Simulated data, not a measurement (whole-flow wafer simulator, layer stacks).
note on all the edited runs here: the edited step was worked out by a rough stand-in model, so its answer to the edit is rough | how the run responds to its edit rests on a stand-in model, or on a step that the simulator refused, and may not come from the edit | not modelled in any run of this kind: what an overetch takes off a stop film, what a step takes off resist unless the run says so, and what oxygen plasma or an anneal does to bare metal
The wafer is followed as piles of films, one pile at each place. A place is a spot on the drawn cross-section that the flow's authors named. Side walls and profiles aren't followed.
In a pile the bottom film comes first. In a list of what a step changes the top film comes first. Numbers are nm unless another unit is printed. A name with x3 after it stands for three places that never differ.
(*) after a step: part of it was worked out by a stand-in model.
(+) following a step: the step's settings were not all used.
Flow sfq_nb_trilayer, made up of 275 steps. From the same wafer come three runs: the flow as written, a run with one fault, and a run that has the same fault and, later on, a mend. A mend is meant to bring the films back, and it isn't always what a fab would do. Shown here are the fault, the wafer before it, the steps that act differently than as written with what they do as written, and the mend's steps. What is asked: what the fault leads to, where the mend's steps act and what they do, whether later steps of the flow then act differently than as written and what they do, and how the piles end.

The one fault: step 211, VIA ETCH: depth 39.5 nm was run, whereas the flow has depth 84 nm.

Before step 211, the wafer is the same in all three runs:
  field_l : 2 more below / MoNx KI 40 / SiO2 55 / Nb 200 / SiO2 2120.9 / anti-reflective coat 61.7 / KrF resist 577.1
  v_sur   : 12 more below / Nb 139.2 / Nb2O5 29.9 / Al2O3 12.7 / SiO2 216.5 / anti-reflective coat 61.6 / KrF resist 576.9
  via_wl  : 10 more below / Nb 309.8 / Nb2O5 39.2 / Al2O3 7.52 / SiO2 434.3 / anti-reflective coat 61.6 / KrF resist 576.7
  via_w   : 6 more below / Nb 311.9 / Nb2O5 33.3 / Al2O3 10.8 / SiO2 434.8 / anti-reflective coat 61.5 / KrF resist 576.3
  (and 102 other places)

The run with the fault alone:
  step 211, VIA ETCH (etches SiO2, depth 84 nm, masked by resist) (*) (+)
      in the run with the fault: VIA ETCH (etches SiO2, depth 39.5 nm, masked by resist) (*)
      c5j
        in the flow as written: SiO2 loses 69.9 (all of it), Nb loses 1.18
        in the run with the fault: SiO2 loses 39.5
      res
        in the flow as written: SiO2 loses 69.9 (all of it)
        in the run with the fault: SiO2 loses 39.5
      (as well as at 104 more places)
  Steps later in the flow that act otherwise than as written (4 other steps are not shown; they differ only slightly, by no more than 2% or 0.5 nm, whichever is larger):
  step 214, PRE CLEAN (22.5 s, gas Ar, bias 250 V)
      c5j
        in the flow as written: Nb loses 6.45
        in the run with the fault: SiO2 loses 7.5
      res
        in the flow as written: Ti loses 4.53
        in the run with the fault: SiO2 loses 7.5
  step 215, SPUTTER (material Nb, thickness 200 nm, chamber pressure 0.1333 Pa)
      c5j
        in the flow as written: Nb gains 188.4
        in the run with the fault: Nb gains 196.3 (new film)
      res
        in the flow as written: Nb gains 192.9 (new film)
        in the run with the fault: Nb gains 200 (new film)
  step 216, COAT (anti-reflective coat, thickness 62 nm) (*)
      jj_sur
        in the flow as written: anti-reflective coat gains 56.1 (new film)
        in the run with the fault: anti-reflective coat gains 57.3 (new film)
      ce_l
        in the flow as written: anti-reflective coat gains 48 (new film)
        in the run with the fault: anti-reflective coat gains 55.8 (new film)
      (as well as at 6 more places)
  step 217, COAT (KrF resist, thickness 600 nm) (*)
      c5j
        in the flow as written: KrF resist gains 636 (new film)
        in the run with the fault: KrF resist gains 622.9 (new film)
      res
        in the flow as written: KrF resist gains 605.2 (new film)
        in the run with the fault: KrF resist gains 590.6 (new film)
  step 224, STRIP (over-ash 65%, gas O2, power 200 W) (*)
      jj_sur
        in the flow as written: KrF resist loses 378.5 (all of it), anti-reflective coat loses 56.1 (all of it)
        in the run with the fault: KrF resist loses 379.8 (all of it), anti-reflective coat loses 57.3 (all of it)
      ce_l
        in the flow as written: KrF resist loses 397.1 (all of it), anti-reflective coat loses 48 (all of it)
        in the run with the fault: KrF resist loses 392.4 (all of it), anti-reflective coat loses 55.8 (all of it)
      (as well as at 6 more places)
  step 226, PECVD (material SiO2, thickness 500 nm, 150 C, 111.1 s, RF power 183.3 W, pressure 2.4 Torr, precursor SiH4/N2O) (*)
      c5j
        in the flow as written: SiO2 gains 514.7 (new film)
        in the run with the fault: SiO2 gains 500 (new film)
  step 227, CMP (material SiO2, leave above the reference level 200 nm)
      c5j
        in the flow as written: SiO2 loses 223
        in the run with the fault: SiO2 loses 246.7
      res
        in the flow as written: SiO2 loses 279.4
        in the run with the fault: SiO2 loses 313.9
  The piles end different from the flow's at c5j, res by more than 2% or 0.5 nm, whichever is larger.
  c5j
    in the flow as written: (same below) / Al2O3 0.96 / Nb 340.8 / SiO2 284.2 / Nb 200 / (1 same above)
    in the run with the fault: (same below) / Al2O3 0.96 / Nb 160 / SiO2 22.9 / Nb 196.3 / SiO2 245.8 / Nb 200 / (1 same above)
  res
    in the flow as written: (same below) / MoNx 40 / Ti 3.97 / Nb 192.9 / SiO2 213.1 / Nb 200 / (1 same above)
    in the run with the fault: (same below) / MoNx 40 / Ti 8.5 / SiO2 22.9 / Nb 200 / SiO2 178.6 / Nb 200 / (1 same above)

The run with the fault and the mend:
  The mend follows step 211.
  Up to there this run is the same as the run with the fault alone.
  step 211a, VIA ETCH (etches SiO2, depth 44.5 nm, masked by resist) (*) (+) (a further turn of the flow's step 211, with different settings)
      field_l, v_sur, via_wl and 101 more
        KrF resist loses 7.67
      c5j
        SiO2 loses 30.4 (all of it), Nb loses 1.18
      res
        SiO2 loses 30.4 (all of it)
  Later steps of the flow that are run all act as written at every place that is followed.
  At every place that both follow, the piles at the end match the flow's.
